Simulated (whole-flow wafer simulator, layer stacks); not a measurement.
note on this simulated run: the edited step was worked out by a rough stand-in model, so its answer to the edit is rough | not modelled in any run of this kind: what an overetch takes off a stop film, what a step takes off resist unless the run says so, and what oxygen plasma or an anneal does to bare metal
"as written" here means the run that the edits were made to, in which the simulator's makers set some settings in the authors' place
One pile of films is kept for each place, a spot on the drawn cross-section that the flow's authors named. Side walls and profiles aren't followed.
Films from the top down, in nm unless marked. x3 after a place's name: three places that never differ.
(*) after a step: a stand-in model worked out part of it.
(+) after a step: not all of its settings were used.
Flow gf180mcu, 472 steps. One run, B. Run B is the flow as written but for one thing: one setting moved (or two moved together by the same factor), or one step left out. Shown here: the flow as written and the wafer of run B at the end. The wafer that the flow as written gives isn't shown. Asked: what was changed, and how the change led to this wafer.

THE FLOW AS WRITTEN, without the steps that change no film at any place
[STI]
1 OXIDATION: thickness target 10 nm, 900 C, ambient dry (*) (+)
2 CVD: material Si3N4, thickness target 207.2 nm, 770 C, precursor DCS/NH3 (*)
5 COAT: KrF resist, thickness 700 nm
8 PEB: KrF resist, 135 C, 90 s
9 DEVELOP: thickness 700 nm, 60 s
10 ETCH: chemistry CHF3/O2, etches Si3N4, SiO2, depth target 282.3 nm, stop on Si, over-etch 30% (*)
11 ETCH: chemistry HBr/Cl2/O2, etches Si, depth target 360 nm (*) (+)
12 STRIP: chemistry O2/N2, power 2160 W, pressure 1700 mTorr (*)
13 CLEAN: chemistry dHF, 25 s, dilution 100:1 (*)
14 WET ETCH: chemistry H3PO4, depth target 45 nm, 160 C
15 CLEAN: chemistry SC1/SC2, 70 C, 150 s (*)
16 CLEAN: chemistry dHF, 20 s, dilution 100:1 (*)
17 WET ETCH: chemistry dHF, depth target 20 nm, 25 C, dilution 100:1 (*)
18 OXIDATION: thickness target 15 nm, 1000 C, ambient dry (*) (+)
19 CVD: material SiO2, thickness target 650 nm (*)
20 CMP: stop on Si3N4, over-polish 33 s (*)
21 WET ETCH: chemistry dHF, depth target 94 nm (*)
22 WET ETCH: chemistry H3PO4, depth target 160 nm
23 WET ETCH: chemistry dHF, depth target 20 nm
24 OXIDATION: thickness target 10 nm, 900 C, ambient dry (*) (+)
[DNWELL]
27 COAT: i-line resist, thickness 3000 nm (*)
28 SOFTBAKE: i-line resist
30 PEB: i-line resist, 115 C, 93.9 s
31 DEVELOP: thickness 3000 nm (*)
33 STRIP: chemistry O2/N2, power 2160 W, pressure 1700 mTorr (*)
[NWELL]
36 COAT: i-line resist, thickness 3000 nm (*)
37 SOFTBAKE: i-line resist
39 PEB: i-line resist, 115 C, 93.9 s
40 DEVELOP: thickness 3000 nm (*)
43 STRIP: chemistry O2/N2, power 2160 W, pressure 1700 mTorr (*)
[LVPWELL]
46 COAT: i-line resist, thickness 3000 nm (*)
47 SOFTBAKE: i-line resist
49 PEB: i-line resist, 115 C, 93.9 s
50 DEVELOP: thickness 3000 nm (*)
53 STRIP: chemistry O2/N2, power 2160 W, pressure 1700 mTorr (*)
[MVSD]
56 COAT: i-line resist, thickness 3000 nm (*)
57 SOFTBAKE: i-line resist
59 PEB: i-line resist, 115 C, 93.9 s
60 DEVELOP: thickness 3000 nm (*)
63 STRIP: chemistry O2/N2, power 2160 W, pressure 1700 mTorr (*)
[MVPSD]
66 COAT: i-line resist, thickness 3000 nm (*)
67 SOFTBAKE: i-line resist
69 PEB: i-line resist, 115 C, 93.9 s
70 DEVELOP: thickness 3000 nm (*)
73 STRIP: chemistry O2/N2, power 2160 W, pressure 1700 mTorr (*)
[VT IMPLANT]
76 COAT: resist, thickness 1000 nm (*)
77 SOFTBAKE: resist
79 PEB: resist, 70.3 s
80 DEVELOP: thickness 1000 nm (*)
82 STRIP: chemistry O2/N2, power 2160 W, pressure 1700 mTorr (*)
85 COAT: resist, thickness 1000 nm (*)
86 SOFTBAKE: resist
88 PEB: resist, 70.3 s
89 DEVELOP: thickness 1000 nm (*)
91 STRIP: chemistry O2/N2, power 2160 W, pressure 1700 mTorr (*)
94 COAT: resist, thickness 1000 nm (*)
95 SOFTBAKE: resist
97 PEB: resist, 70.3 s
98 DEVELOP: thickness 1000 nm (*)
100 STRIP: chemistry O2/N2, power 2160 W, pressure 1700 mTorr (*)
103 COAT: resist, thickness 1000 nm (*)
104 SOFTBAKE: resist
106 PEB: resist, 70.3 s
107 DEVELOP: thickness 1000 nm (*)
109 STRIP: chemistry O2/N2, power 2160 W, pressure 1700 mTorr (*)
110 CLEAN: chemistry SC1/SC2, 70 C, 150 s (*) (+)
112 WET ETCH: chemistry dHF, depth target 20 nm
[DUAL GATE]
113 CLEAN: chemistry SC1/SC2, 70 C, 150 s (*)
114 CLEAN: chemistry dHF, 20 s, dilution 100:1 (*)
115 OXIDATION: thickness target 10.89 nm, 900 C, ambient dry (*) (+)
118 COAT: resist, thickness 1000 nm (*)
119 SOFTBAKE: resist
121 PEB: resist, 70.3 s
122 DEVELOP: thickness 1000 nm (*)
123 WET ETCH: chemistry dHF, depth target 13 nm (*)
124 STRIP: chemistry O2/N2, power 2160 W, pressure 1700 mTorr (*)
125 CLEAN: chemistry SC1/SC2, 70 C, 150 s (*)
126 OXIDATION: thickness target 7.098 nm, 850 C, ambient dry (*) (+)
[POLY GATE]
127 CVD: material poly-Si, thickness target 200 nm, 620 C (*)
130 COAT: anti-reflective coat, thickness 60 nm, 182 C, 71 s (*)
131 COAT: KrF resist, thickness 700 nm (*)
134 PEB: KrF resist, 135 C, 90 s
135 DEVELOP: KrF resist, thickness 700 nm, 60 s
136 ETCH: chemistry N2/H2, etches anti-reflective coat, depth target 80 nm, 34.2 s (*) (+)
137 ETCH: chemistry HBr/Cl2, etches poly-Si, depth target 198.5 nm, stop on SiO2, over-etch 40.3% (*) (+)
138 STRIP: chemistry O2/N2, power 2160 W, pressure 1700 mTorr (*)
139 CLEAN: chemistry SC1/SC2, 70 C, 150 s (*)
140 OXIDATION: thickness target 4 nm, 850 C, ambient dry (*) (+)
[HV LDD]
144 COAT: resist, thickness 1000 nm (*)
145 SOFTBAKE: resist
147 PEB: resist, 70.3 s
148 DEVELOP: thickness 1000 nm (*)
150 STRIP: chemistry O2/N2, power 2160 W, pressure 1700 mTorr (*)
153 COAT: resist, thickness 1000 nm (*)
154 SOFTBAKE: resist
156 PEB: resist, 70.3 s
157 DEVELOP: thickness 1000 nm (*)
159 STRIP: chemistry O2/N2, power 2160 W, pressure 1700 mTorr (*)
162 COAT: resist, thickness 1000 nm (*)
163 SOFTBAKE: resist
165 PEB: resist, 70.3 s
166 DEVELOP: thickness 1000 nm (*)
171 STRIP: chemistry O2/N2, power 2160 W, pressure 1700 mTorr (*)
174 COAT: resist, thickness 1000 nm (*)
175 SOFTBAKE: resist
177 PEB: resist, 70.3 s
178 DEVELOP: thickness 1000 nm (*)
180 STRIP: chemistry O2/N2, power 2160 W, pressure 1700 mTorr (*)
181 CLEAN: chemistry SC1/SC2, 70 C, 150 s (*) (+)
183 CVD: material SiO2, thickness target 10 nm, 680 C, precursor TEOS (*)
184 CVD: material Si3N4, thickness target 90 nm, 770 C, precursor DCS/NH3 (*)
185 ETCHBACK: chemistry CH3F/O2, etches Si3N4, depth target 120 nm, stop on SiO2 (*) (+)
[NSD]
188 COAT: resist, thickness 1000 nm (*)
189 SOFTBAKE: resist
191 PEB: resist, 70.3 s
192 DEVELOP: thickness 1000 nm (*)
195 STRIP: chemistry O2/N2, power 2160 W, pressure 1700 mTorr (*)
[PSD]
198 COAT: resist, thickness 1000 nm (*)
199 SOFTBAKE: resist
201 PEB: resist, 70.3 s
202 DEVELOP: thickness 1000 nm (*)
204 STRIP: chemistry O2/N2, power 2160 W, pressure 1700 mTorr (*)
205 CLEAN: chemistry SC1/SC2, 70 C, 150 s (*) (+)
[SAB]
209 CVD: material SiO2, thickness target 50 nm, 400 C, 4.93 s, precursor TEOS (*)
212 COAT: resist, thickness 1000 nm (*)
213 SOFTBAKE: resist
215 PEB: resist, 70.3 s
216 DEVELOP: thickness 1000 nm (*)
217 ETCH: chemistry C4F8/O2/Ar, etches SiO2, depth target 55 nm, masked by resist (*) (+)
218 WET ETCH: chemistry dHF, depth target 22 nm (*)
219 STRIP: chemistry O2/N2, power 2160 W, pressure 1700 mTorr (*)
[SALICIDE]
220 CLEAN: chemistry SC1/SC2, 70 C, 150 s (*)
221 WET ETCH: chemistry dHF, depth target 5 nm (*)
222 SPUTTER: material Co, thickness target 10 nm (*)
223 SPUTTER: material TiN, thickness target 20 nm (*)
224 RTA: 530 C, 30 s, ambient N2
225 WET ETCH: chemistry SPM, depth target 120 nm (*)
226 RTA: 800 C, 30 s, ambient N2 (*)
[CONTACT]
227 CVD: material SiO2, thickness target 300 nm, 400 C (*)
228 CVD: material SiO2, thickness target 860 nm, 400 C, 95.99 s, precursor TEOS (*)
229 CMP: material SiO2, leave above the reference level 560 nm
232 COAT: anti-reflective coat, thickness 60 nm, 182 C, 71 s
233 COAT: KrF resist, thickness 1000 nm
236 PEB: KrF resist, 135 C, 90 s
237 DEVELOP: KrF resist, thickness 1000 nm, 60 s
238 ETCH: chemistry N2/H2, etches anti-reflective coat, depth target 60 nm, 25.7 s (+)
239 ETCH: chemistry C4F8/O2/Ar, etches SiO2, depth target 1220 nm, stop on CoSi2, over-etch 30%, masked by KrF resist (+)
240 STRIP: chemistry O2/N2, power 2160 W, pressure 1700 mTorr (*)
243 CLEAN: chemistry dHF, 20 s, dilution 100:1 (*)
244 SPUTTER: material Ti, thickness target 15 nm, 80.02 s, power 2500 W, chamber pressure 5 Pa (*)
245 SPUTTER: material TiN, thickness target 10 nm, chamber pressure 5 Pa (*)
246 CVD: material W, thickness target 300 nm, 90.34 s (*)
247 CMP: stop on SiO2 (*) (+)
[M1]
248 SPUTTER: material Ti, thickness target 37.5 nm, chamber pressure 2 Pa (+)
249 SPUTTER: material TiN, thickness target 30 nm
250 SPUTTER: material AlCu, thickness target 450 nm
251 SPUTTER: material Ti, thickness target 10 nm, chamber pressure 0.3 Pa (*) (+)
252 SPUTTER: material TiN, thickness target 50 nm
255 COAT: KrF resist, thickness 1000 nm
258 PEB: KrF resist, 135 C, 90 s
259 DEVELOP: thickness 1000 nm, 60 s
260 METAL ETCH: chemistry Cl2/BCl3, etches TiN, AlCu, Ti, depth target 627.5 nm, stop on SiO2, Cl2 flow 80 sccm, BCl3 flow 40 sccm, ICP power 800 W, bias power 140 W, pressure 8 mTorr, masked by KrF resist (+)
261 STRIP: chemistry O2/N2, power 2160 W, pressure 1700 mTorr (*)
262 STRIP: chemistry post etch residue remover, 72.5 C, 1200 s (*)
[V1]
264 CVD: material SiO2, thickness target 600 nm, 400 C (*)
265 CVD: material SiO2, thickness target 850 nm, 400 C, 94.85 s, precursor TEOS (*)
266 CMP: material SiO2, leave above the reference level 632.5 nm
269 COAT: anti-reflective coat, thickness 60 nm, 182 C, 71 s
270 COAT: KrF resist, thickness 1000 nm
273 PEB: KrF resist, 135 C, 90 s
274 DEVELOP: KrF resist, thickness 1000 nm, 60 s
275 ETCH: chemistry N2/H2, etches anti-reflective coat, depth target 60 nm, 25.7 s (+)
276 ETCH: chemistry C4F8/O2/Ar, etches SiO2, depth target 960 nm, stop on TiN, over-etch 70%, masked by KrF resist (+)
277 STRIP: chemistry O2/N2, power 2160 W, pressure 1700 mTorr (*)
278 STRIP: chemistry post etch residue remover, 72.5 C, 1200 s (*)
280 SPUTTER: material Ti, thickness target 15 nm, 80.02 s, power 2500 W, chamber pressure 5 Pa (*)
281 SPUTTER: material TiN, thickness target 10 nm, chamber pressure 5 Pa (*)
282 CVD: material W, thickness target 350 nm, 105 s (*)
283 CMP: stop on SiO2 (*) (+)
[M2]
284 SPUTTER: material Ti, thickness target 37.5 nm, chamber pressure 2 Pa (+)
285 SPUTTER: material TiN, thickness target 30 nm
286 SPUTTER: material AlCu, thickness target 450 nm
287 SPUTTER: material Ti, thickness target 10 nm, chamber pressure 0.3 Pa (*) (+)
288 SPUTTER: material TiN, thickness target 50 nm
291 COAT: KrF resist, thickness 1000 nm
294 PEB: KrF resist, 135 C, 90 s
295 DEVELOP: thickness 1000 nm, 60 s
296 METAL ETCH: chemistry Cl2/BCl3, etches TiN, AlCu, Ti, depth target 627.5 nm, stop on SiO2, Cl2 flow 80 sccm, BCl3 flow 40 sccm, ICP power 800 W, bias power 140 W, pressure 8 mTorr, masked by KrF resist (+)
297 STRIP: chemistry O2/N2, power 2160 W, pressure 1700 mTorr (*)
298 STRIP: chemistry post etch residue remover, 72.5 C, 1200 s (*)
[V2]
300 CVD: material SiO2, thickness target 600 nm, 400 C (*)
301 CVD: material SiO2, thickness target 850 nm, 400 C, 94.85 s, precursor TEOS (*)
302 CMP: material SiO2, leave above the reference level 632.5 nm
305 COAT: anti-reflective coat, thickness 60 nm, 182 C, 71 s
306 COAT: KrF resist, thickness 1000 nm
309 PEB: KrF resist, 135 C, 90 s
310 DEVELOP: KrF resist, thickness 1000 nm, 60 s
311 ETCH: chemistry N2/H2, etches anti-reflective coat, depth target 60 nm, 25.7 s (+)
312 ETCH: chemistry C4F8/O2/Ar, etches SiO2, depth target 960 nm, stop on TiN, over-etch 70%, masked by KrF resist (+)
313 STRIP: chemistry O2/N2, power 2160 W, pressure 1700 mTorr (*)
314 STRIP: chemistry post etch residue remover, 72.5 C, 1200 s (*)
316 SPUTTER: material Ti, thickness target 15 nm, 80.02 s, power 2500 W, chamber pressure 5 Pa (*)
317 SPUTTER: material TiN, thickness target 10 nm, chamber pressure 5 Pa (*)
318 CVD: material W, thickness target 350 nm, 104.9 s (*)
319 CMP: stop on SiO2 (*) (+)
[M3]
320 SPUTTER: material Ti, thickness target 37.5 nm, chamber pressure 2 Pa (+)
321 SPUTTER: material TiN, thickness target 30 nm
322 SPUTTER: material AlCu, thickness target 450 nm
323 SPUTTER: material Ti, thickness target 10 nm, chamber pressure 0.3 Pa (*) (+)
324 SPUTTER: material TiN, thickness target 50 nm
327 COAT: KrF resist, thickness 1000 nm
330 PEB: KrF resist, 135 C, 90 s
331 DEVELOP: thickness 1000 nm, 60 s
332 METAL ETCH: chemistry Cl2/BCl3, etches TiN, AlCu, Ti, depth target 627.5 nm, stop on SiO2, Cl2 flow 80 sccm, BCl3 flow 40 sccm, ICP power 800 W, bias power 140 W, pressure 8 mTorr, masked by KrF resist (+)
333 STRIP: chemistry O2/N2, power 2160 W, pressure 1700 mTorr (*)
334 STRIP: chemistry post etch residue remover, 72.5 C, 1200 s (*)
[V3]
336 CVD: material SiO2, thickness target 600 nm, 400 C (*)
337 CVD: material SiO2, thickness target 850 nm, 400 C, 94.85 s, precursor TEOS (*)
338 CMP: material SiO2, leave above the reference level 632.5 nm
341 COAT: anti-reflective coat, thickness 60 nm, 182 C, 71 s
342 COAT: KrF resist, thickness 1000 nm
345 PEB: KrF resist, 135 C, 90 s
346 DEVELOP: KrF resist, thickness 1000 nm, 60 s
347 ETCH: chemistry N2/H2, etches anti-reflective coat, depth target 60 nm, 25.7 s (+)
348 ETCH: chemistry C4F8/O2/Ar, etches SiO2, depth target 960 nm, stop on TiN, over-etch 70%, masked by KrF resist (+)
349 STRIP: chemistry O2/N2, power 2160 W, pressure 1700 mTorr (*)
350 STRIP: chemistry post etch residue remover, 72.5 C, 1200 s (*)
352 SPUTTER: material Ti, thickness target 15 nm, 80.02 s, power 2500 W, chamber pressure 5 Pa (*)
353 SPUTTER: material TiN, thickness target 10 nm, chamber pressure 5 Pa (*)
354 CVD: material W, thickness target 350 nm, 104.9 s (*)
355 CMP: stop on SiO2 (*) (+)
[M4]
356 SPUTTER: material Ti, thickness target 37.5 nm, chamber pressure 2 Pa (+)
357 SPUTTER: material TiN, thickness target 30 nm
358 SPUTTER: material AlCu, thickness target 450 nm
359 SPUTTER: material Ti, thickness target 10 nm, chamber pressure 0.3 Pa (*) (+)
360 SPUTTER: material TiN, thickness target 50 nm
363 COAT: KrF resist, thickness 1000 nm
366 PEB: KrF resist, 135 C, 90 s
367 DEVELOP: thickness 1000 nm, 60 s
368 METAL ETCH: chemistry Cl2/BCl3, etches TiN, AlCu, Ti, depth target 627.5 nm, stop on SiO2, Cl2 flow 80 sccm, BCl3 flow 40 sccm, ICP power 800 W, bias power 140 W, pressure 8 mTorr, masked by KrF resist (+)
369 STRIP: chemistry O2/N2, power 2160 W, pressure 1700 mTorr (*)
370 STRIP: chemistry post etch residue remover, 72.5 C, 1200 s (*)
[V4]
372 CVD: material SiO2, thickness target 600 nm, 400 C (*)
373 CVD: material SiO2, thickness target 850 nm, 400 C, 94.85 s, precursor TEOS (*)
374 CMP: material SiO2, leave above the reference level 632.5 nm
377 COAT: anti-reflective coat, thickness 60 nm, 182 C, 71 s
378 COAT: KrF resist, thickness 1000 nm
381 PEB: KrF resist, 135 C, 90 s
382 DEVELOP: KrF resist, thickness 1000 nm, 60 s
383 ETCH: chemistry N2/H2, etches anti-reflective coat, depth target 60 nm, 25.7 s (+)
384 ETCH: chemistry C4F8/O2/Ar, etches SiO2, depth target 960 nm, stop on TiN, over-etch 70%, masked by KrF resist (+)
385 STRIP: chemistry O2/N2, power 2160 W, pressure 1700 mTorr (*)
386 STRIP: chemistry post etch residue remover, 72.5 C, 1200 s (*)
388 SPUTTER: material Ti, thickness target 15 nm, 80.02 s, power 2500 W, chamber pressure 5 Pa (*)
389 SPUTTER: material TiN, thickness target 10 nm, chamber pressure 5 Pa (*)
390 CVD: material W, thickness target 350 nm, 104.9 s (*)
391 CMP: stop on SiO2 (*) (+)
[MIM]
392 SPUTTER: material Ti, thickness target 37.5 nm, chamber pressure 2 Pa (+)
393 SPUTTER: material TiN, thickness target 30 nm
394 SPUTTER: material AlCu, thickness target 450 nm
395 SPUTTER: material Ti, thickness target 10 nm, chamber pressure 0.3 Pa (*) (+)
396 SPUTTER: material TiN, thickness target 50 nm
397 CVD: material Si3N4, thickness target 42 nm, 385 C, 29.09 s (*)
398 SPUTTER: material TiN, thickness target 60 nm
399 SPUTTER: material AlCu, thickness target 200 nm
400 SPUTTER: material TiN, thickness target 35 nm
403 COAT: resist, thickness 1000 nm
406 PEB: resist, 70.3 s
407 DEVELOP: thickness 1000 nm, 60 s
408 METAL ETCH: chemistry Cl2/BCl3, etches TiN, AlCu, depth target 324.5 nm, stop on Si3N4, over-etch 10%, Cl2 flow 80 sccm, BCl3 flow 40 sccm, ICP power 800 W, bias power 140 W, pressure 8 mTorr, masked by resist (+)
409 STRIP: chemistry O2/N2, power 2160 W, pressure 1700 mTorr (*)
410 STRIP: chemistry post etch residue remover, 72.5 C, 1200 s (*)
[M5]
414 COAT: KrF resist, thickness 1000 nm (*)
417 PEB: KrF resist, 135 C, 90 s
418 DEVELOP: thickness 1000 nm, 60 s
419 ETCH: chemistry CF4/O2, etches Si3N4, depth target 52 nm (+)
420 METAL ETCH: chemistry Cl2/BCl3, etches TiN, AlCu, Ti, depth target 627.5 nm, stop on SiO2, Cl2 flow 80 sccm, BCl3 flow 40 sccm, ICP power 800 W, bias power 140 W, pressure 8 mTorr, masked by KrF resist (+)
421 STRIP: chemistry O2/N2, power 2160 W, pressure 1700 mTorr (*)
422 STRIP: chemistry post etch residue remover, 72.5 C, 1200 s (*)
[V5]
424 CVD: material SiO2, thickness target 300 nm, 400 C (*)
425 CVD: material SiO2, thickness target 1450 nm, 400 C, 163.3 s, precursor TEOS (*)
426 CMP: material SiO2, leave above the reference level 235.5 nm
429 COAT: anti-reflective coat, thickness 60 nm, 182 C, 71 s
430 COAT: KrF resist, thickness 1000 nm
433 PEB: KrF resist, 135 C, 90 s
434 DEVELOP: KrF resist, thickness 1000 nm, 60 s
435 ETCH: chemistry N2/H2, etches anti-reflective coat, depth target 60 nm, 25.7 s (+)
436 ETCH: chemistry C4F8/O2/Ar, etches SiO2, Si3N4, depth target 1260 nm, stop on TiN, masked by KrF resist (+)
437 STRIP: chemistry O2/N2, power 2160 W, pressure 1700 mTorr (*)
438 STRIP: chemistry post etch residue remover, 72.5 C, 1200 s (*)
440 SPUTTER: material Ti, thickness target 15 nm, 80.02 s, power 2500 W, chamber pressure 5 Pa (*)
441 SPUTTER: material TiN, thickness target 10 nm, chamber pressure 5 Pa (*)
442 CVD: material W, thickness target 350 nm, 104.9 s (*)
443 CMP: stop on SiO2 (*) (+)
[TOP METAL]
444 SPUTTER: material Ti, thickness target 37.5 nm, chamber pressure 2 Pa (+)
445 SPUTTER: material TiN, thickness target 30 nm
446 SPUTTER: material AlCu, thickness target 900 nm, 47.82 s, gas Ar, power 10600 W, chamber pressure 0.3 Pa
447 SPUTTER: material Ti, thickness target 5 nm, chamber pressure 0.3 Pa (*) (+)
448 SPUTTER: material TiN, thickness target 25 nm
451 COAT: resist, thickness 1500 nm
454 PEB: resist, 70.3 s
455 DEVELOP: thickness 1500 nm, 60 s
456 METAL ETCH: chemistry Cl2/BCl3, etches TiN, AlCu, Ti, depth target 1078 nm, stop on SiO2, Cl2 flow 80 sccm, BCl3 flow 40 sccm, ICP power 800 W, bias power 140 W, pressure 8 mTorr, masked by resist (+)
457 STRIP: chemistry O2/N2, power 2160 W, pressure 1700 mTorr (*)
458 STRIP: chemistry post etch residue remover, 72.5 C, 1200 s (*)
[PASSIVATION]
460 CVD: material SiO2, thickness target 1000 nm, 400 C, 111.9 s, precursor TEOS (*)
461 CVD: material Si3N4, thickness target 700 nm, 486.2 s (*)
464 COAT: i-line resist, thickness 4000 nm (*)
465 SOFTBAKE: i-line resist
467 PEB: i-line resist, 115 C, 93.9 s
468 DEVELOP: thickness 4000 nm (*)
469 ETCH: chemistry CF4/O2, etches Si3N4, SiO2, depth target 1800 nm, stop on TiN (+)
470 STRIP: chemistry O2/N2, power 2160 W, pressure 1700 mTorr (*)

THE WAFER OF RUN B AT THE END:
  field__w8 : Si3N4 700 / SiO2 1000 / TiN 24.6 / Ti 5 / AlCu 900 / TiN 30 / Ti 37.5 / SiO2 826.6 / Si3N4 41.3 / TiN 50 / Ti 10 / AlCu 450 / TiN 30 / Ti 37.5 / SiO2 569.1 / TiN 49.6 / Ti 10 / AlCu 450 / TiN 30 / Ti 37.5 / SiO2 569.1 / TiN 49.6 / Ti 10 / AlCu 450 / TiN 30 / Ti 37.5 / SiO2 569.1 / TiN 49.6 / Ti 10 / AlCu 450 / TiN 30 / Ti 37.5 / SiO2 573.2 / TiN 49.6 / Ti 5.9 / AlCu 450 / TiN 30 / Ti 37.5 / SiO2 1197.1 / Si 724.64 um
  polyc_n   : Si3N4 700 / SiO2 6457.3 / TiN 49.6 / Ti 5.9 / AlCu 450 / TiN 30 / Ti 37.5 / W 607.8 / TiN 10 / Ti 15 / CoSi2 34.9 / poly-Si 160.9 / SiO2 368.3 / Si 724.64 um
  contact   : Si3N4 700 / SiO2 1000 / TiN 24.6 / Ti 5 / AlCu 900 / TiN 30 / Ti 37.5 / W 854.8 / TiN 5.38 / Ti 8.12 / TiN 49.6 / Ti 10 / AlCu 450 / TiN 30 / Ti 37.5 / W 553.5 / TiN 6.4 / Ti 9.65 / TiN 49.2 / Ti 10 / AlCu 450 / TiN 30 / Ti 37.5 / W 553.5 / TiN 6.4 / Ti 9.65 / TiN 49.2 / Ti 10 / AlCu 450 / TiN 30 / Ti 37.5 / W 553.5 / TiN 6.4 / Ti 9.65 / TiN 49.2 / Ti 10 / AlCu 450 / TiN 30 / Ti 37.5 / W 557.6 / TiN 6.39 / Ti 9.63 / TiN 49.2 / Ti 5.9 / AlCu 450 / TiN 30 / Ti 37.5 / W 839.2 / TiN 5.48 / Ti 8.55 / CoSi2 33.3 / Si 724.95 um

The cause: step 251, SPUTTER: thickness target 5.9 nm was run, where the flow has thickness target 10 nm.
It can be read off the wafer: field__w8 has Ti 5.9, and step 251 as written asks for 10 nm.

How the change led to this, step by step:
  251 SPUTTER: material Ti, thickness target 10 nm, chamber pressure 0.3 Pa (*) (+)
      field, field__w1, field__w2 and 108 more: Ti +5.9 (new film) (as written it would be: Ti +10 (new film))
  260 METAL ETCH: chemistry Cl2/BCl3, etches TiN, AlCu, Ti, depth target 627.5 nm, stop on SiO2, Cl2 flow 80 sccm, BCl3 flow 40 sccm, ICP power 800 W, bias power 140 W, pressure 8 mTorr, masked by KrF resist (+)
      field, field__w1, field__w2 and 99 more: TiN -50 (all of it), Ti -5.9 (all of it), AlCu -450 (all of it), TiN -30 (all of it), Ti -37.5 (all of it) (as written it would be: TiN -50 (all of it), Ti -10 (all of it), AlCu -450 (all of it), TiN -30 (all of it), Ti -37.5 (all of it))
